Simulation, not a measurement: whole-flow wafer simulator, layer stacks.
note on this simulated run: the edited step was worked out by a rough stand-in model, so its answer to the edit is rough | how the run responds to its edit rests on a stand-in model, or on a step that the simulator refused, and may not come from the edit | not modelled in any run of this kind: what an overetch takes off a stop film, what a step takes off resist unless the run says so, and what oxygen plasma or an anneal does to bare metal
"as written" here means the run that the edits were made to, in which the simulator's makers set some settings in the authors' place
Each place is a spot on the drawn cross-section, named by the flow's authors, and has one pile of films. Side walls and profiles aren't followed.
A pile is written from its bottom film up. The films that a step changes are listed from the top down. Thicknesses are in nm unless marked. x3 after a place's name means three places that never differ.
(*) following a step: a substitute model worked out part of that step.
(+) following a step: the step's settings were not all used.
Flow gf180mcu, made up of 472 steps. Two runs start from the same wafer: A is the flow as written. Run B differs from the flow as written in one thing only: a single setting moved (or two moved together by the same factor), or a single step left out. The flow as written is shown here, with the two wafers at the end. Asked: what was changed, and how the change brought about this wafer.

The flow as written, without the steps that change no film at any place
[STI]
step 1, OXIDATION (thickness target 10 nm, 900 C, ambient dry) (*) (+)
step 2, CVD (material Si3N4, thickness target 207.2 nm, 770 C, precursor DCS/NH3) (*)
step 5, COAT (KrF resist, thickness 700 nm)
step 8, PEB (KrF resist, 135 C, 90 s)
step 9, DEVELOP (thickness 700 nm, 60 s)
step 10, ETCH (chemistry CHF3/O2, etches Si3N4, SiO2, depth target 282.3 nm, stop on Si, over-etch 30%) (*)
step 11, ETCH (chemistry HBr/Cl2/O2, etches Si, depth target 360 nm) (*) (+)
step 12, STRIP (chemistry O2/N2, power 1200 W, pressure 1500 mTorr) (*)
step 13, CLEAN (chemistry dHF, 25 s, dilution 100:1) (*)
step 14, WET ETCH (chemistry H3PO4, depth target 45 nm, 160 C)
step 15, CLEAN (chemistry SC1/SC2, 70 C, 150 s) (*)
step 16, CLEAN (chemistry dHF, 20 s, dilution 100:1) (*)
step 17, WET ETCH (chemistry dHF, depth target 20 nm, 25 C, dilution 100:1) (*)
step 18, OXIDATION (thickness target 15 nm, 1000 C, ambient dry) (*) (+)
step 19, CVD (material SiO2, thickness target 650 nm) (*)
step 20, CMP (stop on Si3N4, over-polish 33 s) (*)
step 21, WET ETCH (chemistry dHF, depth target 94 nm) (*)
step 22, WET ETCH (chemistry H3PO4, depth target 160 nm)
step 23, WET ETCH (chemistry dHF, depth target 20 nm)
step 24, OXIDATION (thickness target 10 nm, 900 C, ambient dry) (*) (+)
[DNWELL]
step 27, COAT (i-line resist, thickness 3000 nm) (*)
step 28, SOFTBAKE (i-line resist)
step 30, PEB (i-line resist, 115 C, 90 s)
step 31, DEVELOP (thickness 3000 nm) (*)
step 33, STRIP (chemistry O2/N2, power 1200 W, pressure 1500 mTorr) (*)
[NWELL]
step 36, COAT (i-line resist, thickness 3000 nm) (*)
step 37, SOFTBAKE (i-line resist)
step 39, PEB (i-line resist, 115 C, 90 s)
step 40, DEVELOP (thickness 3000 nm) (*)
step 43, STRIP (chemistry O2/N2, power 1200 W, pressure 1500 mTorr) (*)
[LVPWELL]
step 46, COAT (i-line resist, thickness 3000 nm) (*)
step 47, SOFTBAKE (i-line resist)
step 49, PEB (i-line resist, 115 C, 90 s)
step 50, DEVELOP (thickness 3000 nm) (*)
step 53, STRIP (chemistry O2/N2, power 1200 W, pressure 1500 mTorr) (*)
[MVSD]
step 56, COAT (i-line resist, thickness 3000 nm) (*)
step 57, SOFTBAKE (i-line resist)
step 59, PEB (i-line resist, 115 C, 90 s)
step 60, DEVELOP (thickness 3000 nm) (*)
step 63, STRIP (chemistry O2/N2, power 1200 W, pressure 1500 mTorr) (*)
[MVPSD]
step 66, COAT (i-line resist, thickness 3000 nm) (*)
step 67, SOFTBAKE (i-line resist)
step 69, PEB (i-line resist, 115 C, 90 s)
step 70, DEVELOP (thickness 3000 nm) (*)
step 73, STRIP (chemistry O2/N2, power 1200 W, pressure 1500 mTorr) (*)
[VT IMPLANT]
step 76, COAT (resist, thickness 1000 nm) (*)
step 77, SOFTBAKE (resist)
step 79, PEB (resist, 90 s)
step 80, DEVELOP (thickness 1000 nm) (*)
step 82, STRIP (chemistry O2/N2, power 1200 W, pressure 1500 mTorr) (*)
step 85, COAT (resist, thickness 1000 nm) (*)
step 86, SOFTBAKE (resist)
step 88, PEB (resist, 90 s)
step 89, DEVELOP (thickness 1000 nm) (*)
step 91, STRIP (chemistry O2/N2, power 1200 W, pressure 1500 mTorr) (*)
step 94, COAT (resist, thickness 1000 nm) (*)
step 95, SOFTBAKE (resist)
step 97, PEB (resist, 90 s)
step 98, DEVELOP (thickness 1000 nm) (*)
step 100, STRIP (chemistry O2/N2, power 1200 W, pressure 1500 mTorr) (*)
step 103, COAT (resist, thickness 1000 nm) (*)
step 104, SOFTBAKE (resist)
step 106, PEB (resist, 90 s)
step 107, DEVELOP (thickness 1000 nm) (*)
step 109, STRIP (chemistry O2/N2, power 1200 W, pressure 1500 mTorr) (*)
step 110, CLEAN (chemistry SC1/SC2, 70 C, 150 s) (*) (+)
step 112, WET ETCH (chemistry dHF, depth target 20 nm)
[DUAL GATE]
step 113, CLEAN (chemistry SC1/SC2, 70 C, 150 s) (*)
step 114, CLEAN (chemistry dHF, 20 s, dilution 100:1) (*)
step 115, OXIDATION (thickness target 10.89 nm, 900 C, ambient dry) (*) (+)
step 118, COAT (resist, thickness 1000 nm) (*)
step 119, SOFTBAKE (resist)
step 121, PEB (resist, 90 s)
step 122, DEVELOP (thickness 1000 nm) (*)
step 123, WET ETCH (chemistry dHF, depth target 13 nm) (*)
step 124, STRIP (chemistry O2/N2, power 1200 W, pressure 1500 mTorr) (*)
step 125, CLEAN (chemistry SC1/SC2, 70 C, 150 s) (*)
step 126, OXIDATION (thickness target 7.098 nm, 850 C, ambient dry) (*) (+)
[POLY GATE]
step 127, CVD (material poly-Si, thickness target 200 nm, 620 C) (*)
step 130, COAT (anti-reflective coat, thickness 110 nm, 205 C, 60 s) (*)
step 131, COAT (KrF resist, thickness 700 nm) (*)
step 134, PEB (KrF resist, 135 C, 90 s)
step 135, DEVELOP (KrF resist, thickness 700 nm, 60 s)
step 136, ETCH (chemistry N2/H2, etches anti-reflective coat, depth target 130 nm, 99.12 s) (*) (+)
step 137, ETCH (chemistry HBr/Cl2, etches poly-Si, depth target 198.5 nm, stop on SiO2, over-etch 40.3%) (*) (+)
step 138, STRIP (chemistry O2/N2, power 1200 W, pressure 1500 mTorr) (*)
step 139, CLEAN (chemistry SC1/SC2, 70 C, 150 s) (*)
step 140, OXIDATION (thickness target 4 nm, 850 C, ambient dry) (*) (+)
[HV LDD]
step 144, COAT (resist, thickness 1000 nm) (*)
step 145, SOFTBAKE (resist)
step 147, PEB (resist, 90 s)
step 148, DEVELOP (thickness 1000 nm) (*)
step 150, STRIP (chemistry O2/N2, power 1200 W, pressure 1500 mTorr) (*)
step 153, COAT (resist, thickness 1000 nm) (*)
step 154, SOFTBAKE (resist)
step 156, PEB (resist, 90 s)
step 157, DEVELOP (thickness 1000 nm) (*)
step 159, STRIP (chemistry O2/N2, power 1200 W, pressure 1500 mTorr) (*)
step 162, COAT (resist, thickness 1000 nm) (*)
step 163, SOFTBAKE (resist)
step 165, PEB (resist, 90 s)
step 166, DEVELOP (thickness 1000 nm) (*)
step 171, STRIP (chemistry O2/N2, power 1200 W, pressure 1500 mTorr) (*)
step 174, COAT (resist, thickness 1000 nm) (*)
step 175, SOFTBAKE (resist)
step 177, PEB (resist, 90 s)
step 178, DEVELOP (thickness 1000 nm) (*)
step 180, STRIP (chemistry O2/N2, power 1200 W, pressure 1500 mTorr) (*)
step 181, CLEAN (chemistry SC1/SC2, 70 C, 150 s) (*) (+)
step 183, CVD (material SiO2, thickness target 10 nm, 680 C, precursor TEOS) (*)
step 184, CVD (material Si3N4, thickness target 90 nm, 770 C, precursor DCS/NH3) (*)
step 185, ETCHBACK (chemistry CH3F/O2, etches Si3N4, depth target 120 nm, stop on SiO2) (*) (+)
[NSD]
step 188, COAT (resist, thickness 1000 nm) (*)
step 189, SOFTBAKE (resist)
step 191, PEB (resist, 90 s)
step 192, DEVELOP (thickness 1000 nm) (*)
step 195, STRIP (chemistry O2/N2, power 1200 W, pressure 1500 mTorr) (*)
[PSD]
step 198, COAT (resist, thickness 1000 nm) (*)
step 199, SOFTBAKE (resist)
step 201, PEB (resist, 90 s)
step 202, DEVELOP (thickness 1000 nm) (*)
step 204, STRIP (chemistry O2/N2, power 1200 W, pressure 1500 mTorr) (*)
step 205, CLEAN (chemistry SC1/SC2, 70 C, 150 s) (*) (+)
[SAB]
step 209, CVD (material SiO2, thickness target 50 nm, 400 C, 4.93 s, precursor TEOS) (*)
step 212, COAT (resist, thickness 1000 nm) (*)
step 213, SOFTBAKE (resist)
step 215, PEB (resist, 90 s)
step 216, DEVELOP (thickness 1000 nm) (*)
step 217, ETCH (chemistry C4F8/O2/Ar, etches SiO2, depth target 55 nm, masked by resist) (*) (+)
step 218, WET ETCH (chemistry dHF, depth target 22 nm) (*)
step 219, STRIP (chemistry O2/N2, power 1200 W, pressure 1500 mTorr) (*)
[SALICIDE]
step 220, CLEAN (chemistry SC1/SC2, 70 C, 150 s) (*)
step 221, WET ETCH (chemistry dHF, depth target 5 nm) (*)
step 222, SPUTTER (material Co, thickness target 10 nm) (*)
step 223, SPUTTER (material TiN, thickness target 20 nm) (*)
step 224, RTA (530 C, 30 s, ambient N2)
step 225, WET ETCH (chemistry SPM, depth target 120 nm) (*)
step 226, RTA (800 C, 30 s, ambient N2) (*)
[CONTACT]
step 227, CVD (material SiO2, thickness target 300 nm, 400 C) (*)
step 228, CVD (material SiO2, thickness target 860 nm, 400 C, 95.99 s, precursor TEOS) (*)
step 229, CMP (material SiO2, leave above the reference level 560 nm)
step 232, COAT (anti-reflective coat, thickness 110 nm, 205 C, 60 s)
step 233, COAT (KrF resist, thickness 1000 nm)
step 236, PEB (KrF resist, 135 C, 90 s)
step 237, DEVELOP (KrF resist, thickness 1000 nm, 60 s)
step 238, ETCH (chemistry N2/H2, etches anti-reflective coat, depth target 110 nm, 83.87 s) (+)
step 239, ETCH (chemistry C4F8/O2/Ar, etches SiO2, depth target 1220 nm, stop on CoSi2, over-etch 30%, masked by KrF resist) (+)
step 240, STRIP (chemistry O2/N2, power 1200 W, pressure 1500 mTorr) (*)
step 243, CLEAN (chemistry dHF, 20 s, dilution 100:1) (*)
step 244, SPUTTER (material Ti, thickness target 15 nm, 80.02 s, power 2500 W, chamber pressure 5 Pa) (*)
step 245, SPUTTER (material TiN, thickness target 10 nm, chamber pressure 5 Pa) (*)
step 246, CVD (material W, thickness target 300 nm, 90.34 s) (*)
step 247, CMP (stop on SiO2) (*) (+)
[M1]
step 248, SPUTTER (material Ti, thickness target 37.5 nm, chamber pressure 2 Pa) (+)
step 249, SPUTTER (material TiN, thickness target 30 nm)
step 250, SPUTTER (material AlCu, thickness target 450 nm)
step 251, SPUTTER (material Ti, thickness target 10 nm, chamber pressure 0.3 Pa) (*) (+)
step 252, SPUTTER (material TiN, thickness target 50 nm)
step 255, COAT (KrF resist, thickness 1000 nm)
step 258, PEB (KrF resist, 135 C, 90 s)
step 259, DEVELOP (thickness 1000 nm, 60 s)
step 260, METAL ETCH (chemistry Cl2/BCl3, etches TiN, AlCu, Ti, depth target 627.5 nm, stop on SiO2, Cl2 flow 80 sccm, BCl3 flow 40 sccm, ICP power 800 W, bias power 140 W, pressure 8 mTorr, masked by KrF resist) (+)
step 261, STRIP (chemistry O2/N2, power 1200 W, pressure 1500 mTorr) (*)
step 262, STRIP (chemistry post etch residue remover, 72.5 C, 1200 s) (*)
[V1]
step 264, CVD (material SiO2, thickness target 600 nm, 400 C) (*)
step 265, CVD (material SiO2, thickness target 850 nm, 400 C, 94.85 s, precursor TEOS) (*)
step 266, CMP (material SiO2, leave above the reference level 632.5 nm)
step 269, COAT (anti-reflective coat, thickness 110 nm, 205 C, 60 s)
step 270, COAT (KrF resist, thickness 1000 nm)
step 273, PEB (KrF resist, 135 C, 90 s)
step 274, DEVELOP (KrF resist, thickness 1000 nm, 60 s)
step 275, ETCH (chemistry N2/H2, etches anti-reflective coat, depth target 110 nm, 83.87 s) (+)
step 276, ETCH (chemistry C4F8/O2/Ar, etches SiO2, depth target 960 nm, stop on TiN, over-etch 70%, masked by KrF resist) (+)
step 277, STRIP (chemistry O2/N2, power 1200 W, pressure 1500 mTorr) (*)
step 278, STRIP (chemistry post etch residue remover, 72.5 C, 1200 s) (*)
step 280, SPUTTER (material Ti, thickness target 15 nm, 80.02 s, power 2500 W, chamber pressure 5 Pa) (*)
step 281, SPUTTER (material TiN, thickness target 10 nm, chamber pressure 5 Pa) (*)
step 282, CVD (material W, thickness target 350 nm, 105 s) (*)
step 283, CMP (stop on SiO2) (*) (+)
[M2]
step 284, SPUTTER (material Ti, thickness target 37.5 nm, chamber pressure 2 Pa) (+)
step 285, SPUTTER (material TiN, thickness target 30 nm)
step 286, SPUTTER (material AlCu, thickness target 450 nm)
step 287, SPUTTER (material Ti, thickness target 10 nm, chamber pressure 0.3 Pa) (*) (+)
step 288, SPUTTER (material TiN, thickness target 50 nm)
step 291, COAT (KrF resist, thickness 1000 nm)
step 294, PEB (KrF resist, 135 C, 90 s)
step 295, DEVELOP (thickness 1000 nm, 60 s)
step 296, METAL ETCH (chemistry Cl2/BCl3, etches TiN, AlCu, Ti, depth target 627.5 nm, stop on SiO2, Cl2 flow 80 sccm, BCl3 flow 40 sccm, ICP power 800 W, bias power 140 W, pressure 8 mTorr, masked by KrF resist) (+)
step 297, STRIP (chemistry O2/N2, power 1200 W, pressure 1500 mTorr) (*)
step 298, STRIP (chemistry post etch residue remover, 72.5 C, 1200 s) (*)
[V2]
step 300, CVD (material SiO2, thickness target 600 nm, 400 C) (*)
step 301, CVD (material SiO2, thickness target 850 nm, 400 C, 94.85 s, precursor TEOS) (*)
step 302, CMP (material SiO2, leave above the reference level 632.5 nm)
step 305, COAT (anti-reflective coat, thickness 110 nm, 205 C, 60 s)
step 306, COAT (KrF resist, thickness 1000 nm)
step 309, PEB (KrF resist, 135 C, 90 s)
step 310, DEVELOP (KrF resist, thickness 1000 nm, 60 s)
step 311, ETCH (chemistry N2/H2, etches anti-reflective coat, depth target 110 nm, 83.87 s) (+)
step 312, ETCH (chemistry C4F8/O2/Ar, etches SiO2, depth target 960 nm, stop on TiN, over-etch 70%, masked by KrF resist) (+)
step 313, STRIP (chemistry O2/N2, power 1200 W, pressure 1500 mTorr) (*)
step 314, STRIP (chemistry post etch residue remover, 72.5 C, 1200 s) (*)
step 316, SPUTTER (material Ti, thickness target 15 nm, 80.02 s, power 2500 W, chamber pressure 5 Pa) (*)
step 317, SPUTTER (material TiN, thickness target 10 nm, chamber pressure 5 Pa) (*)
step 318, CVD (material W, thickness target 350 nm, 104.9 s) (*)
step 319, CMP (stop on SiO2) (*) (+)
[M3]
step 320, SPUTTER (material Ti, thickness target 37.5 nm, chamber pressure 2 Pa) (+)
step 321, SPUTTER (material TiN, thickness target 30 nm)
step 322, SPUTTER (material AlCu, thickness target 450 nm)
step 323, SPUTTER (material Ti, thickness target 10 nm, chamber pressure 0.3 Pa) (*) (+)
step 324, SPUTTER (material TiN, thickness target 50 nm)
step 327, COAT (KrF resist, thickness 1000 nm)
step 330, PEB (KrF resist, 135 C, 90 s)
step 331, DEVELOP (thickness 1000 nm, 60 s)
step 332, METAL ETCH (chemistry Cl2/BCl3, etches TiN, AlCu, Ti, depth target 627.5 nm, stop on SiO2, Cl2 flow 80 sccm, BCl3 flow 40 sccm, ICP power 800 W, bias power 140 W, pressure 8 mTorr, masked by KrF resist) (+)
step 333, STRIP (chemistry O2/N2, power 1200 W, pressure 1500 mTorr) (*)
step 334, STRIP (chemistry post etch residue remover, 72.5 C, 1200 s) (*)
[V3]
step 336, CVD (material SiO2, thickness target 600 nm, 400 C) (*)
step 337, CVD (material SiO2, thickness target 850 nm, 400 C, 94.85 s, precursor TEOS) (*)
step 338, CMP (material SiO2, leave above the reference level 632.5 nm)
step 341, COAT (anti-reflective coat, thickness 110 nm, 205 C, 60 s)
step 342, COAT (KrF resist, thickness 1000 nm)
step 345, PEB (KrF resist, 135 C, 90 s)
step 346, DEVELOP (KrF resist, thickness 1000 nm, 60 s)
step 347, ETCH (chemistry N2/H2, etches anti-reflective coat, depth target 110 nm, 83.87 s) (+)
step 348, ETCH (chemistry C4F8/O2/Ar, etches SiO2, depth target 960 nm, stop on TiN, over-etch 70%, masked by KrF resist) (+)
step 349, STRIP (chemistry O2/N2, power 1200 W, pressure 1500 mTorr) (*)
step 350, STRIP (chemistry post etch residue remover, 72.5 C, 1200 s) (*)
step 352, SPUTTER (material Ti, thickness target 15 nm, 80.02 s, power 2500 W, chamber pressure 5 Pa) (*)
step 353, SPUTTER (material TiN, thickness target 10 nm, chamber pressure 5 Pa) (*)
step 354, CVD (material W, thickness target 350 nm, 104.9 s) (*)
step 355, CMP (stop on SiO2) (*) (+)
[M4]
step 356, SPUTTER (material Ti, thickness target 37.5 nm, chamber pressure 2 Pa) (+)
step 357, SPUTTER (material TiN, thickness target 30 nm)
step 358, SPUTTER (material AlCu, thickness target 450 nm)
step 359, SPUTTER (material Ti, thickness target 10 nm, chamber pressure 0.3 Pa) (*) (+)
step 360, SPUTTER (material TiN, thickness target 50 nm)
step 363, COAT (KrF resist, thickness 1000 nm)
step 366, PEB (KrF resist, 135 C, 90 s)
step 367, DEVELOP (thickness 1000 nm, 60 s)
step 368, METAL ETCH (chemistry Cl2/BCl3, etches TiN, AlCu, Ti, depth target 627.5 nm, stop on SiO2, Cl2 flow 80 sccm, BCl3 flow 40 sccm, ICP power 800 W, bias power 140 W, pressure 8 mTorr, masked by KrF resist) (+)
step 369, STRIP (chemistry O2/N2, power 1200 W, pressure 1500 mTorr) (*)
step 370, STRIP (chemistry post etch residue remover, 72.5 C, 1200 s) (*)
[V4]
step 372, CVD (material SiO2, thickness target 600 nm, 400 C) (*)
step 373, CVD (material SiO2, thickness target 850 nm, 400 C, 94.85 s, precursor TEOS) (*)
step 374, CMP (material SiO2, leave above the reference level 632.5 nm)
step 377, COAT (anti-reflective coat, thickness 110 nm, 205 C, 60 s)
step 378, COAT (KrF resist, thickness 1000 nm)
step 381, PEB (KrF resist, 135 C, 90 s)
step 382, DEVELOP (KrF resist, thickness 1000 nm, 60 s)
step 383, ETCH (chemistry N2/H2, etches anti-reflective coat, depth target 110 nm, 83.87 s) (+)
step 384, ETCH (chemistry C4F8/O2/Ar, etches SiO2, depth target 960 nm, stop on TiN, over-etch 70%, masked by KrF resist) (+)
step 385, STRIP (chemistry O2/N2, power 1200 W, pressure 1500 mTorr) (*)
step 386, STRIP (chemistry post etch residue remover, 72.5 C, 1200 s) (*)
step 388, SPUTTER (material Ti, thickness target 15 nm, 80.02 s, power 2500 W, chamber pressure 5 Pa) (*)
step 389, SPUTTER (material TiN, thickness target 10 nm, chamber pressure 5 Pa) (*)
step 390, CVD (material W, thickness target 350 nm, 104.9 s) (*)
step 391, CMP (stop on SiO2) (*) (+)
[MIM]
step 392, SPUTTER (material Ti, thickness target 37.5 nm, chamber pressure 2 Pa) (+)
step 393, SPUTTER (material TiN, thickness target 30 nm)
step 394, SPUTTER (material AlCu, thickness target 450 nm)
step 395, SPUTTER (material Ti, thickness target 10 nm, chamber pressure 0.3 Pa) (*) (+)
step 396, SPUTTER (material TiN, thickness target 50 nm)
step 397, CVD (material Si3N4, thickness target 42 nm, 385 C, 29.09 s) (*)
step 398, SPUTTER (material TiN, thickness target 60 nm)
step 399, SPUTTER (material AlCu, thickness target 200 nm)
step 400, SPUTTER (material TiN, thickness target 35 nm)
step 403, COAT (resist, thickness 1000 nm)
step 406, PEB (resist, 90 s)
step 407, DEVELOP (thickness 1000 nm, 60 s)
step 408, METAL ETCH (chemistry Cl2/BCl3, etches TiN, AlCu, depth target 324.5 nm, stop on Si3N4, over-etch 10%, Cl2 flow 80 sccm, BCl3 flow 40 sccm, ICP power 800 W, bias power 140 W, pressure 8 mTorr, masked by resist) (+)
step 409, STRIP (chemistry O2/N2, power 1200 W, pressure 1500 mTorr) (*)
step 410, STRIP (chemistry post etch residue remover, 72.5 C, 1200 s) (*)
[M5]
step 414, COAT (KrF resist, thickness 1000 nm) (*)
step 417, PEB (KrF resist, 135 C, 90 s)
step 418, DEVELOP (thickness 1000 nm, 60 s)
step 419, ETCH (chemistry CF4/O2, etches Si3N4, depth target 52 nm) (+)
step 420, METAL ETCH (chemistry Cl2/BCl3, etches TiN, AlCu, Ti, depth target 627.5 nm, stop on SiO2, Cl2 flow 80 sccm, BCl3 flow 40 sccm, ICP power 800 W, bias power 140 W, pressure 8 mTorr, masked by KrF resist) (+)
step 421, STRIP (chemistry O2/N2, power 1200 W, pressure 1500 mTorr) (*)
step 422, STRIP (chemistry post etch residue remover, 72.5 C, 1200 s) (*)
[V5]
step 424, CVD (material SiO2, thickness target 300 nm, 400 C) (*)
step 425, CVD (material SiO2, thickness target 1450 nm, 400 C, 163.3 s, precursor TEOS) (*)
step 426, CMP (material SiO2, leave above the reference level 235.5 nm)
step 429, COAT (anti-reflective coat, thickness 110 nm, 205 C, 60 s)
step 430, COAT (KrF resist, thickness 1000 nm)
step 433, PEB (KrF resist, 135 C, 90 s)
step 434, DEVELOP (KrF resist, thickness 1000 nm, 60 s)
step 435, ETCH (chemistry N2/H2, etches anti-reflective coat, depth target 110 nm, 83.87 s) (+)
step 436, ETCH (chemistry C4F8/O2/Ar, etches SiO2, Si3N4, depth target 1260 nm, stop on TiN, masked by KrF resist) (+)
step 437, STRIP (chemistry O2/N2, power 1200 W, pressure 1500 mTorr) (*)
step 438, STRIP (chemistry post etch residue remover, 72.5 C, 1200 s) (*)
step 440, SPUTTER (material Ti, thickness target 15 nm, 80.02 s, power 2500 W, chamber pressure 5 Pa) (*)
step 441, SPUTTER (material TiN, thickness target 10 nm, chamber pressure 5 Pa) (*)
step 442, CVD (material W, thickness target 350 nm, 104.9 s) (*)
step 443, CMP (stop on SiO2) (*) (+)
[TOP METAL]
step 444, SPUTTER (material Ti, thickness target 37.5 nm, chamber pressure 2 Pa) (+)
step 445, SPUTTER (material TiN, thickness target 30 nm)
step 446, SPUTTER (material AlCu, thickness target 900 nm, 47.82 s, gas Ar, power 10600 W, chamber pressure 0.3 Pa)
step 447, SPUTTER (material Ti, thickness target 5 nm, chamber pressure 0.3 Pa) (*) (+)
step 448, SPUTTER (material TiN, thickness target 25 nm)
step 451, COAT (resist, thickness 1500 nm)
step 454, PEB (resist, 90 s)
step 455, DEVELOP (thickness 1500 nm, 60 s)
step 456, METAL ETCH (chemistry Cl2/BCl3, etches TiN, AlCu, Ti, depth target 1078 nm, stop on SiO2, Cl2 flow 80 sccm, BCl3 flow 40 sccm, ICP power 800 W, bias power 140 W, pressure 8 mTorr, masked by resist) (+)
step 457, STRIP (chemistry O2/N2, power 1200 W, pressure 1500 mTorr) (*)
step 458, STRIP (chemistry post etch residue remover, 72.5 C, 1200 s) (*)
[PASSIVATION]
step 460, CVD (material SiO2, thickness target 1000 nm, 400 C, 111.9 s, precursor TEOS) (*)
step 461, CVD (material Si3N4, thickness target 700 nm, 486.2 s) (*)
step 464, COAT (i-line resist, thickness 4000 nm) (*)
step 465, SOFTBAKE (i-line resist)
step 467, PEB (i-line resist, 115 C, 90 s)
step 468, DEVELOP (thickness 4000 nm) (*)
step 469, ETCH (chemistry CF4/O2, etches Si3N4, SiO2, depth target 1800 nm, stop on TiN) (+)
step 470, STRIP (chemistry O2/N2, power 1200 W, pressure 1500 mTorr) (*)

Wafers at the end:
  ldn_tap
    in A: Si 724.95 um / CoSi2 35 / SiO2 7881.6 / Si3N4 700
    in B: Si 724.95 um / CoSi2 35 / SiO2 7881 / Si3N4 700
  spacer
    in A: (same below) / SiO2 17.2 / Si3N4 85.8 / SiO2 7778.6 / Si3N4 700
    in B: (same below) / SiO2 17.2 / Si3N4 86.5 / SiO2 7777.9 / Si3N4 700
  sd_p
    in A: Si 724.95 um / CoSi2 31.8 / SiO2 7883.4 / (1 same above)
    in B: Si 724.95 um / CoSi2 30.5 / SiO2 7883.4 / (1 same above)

Cause: step 209, CVD: thickness target 75 nm was run, though the flow has thickness target 50 nm.

Step by step, how the change led to this:
  step 209, CVD (material SiO2, thickness target 50 nm, 400 C, 4.93 s, precursor TEOS) (*)
      field, field__w7, field__w8 and 73 more: A SiO2 gains 50 | B SiO2 gains 75
      field_sub__w1, field_sub__w3, field_sub__w4, field_sub__w5, ld_drift_n, nplus_u: A SiO2 gains 48.9 | B SiO2 gains 73.4
      (as well as at 27 more places)
  step 217, ETCH (chemistry C4F8/O2/Ar, etches SiO2, depth target 55 nm, masked by resist) (*) (+)
      spacer: A SiO2 loses 50 (all of it), Si3N4 loses 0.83 | B SiO2 loses 55
  step 218, WET ETCH (chemistry dHF, depth target 22 nm) (*)
      ldn_tap, ldn_src, ldn_drn, ldp_tap, ldp_src, ldp_drn, ldp_gr: A SiO2 loses 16 (all of it) | B SiO2 loses 38.7
      ld_drn_n, ld_sd_p: A SiO2 loses 14.8 (all of it) | B SiO2 loses 37.3
      (as well as at 91 more places)
  step 219, STRIP (chemistry O2/N2, power 1200 W, pressure 1500 mTorr) (*)
      active_hv, active_nat, ld_sd_n and 11 more: A chemical SiO2 gains 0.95 (new film), Si loses 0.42 | B nothing
  step 221, WET ETCH (chemistry dHF, depth target 5 nm) (*)
      ldn_tap, ldp_src, ldp_drn, ldp_gr: A chemical SiO2 loses 0.76 (all of it) | B SiO2 loses 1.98 (all of it)
      ldn_src, ldn_drn, ldp_tap: A chemical SiO2 loses 0.76 (all of it) | B SiO2 loses 1.97 (all of it)
      (as well as at 7 more places)
  step 223, SPUTTER (material TiN, thickness target 20 nm) (*)
      field__w12: A TiN gains 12 (new film) | B TiN gains 12.7 (new film)
      sd_p: A TiN gains 17.9 (new film) | B TiN gains 17.1 (new film)
      (as well as at 1 more place)
  step 224, RTA (530 C, 30 s, ambient N2)
      sd_p: A under 1 film: CoSi gains 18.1 (new film), Co loses 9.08 (all of it), Si loses 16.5 | B under 1 film: CoSi gains 17.3 (new film), Co loses 8.71 (all of it), Si loses 15.8
  step 225, WET ETCH (chemistry SPM, depth target 120 nm) (*)
      field__w12: A TiN loses 12 (all of it), Co loses 6.15 (all of it) | B TiN loses 12.7 (all of it), Co loses 6.45 (all of it)
      sd_p: A TiN loses 17.9 (all of it) | B TiN loses 17.1 (all of it)
      (as well as at 1 more place)
  step 226, RTA (800 C, 30 s, ambient N2) (*)
      sd_p: A CoSi2 gains 31.8 (new film), CoSi loses 18.1 (all of it), Si loses 16.5 | B CoSi2 gains 30.5 (new film), CoSi loses 17.3 (all of it), Si loses 15.8
  step 229, CMP (material SiO2, leave above the reference level 560 nm)
      ldn_sep__w1, ldn_sep__w2, ldn_dft and 8 more: A SiO2 loses 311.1 | B SiO2 loses 320.9
      sti, mim_1p0, pad, dice_street, iso_nw_fld, iso_fld_sub: A SiO2 loses 297 | B SiO2 loses 306.7
      (as well as at 44 more places)
